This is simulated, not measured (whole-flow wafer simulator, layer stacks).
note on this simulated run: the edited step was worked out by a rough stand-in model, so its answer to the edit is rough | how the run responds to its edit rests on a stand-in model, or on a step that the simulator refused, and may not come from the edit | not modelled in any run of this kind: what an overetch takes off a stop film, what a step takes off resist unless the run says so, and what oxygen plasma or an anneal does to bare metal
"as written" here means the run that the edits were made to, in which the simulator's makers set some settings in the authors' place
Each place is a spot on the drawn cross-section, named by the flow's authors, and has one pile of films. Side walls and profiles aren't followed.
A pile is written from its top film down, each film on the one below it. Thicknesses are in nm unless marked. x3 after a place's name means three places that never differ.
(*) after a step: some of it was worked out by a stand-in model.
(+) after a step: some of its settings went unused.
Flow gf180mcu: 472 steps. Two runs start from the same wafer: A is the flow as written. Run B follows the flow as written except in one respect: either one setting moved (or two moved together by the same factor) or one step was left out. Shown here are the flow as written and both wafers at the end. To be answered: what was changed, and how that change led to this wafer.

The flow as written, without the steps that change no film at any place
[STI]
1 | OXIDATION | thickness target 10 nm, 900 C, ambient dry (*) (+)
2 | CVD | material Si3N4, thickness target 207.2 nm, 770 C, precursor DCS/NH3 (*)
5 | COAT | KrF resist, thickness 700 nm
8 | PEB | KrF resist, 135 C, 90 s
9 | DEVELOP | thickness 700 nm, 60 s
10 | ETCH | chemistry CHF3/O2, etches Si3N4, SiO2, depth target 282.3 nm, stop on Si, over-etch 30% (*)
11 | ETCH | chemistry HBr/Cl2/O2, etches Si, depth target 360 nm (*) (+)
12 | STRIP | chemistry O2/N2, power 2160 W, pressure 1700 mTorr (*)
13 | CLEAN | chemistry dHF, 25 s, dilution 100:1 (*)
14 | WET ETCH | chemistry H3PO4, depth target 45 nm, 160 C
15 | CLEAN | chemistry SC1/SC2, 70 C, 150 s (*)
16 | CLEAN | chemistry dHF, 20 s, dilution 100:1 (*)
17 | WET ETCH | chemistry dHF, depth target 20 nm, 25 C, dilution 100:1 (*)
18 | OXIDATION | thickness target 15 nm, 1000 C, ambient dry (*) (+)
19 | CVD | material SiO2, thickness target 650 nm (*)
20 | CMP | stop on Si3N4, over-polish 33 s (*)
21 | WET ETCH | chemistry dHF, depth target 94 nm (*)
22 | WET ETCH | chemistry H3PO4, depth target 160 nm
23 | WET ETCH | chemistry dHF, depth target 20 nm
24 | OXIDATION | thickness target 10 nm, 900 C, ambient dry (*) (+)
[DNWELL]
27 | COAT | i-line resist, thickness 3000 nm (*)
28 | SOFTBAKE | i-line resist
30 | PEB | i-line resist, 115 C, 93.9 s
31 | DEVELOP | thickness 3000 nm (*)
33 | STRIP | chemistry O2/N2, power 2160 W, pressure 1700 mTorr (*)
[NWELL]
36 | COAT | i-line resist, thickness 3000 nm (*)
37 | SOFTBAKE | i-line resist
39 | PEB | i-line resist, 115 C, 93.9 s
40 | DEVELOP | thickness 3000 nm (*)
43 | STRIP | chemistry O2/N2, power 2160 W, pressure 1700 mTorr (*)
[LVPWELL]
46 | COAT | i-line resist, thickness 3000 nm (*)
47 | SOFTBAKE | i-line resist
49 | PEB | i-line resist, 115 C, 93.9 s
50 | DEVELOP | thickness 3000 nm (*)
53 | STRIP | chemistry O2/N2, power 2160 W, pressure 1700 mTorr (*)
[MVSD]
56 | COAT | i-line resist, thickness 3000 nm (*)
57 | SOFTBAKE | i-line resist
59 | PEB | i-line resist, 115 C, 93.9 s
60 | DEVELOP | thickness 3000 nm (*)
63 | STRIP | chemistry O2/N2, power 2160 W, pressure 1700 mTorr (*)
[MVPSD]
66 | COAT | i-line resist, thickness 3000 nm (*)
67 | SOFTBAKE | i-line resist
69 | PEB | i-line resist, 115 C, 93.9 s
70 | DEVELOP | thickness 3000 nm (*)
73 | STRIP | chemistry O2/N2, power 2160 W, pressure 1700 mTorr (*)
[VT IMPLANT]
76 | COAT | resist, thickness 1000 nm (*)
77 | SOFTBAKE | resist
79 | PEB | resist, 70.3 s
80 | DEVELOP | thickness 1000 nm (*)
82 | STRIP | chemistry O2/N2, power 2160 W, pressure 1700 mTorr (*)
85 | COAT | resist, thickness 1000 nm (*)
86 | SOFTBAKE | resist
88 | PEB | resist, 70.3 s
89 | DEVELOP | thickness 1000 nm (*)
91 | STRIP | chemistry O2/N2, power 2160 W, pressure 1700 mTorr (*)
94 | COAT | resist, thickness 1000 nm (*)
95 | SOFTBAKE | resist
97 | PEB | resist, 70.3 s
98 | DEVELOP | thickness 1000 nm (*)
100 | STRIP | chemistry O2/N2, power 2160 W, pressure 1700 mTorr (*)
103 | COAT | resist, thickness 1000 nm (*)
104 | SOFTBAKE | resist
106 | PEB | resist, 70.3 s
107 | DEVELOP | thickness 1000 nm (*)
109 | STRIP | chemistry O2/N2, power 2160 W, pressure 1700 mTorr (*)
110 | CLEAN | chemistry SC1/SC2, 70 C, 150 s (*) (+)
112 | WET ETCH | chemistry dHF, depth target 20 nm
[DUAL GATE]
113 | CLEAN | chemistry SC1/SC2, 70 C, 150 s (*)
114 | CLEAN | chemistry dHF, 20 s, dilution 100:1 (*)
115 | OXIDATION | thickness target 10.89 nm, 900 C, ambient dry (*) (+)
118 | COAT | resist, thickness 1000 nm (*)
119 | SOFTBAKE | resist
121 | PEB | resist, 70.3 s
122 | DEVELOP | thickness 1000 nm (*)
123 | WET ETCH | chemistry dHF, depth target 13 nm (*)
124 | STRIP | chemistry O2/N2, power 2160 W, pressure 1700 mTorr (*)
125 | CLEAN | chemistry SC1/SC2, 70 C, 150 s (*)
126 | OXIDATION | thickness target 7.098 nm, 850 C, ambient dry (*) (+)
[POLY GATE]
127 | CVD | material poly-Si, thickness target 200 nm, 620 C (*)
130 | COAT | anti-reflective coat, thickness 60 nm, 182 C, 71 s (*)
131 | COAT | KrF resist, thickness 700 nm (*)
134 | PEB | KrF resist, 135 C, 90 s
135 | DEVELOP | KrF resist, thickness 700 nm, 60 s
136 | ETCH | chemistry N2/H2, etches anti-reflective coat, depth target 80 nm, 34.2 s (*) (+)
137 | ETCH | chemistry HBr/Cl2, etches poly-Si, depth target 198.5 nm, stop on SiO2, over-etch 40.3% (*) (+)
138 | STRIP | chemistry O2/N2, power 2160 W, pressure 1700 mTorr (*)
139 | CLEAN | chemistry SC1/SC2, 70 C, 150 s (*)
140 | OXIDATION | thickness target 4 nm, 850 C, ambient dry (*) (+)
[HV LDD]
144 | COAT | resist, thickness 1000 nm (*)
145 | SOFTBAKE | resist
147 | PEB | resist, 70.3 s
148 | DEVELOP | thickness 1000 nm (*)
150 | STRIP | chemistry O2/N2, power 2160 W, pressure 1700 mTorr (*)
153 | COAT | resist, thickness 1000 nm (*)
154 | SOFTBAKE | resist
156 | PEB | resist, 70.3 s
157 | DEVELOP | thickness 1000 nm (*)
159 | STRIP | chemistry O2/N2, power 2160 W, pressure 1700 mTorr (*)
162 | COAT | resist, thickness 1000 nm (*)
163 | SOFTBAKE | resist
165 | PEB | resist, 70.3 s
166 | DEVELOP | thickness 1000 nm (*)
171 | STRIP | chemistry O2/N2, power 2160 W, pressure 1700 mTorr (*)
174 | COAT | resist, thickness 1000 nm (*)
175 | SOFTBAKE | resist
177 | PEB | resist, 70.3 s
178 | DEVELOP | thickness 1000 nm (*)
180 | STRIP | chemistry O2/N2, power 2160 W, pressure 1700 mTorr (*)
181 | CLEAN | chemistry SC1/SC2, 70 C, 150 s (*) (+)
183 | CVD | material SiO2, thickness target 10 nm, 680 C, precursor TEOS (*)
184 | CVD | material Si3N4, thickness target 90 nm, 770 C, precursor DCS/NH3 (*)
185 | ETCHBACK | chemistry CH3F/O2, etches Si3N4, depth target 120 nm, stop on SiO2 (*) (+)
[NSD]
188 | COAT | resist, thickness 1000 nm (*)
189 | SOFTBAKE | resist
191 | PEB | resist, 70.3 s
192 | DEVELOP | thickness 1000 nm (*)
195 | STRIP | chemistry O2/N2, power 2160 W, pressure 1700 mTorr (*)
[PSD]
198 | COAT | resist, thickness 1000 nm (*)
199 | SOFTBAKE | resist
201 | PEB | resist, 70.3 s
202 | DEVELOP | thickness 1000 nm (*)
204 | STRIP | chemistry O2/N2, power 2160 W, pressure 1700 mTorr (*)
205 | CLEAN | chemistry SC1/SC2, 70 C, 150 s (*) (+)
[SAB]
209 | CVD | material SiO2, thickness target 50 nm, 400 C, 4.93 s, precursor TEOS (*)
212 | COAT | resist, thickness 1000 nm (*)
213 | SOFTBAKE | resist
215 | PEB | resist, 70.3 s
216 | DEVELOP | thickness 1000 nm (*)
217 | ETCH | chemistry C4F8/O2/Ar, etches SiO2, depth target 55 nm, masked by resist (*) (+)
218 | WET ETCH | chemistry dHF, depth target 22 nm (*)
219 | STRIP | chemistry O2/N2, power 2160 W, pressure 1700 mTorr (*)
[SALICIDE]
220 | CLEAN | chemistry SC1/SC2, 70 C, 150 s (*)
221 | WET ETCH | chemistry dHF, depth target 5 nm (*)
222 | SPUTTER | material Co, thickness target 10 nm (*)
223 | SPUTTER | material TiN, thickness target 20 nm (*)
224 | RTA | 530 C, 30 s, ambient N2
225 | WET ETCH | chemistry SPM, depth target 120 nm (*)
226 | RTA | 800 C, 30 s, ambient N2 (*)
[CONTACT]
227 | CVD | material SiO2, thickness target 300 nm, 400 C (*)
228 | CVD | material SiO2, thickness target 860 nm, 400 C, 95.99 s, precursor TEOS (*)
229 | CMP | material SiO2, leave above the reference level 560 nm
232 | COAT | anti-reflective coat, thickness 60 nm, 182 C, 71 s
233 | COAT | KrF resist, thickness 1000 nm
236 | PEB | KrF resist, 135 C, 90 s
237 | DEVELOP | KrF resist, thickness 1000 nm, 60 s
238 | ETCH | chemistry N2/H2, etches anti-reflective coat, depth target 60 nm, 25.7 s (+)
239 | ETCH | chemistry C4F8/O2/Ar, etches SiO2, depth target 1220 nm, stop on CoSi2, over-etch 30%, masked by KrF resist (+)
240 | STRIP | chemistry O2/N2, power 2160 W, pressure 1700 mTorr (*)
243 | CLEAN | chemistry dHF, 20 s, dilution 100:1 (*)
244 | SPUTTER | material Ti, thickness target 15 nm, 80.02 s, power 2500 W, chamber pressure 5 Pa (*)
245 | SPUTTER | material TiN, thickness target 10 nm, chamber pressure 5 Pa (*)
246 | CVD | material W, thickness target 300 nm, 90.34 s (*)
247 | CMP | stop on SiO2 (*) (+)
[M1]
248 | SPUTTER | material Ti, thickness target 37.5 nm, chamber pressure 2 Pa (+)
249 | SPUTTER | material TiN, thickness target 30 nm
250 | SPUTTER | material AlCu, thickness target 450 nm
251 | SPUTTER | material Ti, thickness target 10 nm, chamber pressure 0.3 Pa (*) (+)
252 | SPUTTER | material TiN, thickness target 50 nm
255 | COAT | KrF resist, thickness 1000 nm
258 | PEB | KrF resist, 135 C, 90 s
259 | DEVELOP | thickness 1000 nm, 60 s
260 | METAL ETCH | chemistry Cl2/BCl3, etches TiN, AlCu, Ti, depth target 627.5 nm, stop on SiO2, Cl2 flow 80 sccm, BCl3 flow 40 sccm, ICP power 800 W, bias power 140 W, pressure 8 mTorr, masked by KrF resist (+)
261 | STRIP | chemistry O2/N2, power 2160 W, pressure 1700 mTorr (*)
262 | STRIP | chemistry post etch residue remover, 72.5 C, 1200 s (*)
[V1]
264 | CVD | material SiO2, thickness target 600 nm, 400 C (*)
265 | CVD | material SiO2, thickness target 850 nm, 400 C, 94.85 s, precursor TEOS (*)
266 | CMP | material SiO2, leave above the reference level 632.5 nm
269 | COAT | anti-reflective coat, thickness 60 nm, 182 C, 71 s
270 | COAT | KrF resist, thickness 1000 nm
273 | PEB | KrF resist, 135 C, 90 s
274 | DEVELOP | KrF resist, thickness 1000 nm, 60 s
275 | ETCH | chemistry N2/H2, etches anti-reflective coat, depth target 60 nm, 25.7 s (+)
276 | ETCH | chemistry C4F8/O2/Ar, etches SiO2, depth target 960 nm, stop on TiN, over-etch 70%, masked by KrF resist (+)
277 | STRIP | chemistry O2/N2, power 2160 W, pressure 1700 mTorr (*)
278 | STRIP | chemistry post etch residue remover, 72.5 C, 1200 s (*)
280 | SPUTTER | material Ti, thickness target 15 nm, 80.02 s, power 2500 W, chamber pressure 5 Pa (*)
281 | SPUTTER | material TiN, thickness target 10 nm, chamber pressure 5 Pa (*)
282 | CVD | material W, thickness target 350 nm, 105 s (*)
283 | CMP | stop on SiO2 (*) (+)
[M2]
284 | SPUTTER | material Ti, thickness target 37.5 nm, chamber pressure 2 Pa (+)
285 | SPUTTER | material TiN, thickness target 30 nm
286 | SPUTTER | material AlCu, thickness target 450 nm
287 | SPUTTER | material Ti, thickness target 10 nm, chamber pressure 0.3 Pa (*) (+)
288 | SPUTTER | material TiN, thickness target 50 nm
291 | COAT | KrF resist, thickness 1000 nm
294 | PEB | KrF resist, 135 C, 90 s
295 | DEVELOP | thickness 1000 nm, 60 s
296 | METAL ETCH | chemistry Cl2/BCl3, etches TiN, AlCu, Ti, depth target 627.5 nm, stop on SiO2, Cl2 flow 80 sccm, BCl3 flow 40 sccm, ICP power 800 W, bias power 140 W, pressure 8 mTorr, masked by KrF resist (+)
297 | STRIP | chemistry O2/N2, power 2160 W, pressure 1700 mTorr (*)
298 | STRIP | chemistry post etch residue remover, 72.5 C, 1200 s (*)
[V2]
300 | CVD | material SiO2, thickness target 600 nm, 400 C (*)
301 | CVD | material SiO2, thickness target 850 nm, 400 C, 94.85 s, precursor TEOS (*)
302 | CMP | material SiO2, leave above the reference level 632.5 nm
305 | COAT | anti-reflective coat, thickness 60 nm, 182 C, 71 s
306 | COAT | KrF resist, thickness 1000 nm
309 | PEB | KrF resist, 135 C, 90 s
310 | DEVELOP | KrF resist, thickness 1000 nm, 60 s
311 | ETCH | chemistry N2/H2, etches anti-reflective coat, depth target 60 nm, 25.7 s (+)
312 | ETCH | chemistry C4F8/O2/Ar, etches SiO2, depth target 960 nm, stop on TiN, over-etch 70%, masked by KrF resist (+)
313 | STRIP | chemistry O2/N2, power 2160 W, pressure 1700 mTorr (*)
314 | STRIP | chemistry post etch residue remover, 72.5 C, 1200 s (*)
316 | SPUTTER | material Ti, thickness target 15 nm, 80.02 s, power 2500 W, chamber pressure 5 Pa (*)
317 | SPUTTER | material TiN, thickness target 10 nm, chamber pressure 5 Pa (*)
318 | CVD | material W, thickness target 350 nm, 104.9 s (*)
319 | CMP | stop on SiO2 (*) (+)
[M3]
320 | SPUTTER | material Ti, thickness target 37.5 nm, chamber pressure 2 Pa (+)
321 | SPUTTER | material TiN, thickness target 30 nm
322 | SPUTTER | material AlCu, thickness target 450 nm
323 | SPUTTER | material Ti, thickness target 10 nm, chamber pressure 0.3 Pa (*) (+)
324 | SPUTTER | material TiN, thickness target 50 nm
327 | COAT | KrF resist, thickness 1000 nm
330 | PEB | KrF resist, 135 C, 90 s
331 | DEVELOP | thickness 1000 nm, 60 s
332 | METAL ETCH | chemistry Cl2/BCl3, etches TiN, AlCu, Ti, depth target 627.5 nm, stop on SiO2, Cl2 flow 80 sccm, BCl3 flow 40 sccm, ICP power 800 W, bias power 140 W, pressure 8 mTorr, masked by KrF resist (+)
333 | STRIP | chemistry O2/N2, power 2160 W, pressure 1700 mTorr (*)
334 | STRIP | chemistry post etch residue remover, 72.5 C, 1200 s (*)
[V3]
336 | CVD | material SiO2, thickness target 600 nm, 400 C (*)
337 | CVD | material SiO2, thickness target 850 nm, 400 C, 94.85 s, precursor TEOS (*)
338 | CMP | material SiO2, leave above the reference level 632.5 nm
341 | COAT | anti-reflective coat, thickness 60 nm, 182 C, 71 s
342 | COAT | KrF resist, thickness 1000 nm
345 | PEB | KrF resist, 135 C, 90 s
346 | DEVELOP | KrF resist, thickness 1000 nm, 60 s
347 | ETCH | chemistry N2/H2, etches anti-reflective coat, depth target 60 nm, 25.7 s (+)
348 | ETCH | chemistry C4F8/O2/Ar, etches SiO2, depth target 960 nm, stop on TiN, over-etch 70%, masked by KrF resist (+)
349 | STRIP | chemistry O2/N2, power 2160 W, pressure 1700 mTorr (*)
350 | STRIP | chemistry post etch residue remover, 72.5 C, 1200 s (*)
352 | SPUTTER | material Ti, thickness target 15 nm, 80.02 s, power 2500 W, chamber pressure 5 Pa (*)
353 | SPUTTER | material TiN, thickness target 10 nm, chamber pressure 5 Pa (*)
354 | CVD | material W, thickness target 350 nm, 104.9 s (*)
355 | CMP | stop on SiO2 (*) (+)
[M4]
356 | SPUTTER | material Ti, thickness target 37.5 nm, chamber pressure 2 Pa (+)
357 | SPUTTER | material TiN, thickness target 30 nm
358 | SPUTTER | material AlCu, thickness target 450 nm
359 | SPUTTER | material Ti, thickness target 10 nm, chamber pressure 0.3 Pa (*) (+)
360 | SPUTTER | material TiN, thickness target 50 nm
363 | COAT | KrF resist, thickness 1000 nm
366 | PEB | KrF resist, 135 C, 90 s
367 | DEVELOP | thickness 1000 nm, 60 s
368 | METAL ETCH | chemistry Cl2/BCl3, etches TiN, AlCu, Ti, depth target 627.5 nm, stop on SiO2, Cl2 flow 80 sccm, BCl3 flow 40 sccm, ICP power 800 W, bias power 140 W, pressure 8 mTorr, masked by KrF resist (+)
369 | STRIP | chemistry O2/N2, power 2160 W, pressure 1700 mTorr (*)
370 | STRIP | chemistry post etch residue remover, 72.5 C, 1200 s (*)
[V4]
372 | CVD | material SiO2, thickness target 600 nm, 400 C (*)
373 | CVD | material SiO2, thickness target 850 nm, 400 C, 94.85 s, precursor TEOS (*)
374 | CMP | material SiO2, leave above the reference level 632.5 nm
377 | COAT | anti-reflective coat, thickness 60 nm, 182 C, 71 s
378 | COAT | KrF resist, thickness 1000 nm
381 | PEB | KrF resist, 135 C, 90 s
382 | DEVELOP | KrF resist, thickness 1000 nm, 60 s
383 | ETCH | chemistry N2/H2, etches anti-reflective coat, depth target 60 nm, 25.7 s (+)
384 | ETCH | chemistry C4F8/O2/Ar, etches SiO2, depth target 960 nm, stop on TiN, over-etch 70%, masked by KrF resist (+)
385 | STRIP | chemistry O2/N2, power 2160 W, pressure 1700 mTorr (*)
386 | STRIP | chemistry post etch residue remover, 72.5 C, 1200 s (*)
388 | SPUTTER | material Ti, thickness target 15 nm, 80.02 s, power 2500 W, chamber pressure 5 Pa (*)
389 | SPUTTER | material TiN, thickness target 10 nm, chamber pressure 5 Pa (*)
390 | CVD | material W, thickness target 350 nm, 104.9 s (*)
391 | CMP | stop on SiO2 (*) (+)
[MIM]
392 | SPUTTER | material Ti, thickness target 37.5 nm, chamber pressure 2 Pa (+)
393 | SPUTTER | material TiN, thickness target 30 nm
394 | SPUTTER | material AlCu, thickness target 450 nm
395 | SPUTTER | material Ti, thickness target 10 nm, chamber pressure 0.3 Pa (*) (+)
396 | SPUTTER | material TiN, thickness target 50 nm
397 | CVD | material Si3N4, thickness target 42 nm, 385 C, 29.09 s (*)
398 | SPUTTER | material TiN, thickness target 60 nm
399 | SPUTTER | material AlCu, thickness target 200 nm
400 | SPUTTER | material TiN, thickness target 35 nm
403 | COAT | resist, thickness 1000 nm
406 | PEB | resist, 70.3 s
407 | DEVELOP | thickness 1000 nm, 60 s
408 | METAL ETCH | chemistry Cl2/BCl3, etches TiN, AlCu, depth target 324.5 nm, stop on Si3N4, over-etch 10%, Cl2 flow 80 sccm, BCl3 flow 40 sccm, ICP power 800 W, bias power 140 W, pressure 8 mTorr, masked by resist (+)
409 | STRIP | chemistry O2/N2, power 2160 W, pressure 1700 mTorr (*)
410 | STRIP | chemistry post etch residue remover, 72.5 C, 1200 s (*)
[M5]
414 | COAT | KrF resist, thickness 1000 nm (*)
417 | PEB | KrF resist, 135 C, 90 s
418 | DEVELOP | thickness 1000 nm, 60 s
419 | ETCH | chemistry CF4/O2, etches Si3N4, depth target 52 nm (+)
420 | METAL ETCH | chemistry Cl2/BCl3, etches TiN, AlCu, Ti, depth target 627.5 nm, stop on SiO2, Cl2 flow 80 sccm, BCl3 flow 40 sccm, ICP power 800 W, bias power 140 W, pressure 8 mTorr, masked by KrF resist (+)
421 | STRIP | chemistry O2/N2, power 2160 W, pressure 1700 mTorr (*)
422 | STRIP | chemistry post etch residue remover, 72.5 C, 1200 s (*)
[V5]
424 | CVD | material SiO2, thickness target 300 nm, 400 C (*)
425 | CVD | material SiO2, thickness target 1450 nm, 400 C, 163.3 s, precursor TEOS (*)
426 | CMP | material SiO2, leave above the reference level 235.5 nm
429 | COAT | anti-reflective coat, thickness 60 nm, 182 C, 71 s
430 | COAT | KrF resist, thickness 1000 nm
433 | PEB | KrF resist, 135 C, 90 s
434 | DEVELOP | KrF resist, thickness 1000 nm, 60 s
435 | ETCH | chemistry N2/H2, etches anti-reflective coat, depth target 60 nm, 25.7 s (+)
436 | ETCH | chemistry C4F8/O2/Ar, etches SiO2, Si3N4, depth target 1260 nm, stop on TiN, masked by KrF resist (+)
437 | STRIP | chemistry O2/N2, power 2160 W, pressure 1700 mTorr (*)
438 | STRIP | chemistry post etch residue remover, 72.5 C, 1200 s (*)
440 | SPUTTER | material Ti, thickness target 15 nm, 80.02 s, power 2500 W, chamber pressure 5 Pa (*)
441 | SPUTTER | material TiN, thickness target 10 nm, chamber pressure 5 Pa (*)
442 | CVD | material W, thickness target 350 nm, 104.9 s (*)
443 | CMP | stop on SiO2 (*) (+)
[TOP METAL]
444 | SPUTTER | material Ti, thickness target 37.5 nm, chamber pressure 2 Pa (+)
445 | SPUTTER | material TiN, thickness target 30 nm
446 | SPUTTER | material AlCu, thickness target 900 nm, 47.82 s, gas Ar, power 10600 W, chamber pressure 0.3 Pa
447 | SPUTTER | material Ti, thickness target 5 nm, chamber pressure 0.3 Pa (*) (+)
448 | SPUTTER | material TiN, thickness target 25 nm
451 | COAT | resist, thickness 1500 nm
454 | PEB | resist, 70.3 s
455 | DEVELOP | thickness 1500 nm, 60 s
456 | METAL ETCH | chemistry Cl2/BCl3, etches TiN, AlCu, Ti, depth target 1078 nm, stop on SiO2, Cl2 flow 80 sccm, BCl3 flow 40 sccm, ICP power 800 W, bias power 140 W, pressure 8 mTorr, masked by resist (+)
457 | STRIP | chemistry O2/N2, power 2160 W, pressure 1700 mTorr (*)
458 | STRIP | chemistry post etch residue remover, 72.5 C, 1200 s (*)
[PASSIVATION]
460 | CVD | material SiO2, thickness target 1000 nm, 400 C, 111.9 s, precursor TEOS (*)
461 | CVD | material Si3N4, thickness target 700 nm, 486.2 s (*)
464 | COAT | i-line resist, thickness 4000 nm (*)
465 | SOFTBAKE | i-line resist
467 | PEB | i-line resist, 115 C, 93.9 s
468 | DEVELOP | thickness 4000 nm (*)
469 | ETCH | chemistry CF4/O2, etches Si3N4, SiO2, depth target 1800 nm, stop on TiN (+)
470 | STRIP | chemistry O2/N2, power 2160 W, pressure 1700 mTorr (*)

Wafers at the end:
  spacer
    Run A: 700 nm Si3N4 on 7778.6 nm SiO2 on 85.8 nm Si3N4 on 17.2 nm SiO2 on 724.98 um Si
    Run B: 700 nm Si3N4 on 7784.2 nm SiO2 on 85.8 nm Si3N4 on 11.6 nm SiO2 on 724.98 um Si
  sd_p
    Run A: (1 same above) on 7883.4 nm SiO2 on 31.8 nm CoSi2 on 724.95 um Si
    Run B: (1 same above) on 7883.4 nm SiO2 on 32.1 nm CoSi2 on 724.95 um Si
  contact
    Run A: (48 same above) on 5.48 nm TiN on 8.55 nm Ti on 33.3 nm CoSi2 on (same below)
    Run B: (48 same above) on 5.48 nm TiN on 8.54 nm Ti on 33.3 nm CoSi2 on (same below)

The reason: step 183, CVD: thickness target 4.4 nm was run, whereas the flow has thickness target 10 nm.

The path from the change to this, step by step:
  183 | CVD | material SiO2, thickness target 10 nm, 680 C, precursor TEOS (*)
      field, field__w1, field__w2 and 99 more: A SiO2 gains 10 | B SiO2 gains 4.4
      ld_drift_p: A SiO2 gains 9.87 | B SiO2 gains 4.34
      (as well as at 1 more place)
  189 | SOFTBAKE | resist
      active_hv: A resist gains 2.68 | B resist loses 0.53
      field_sub__w1: A resist gains 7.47 | B resist gains 9.67
  199 | SOFTBAKE | resist
      active_hv: A resist gains 2.68 | B resist loses 0.53
      field_sub__w1: A resist gains 7.47 | B resist gains 9.67
  217 | ETCH | chemistry C4F8/O2/Ar, etches SiO2, depth target 55 nm, masked by resist (*) (+)
      gate, gate_hv, gate_p and 23 more: A SiO2 loses 55 | B SiO2 loses 54.9 (all of it)
  218 | WET ETCH | chemistry dHF, depth target 22 nm (*)
      gate, gate_hv, gate_p and 23 more: A SiO2 loses 5.48 (all of it) | B nothing
      active, p_well, sd_n, iso_ptap_pw, iso_ntap_nw, iso_ptap_sub, vpnp_e: A SiO2 loses 9.01 (all of it) | B SiO2 loses 3.41 (all of it)
      (as well as at 16 more places)
  229 | CMP | material SiO2, leave above the reference level 560 nm
      field_sub, field_sub__w2: A SiO2 loses 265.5 | B SiO2 loses 259.4
      field__w1: A SiO2 loses 283.7 | B SiO2 loses 277.8
      (as well as at 13 more places)
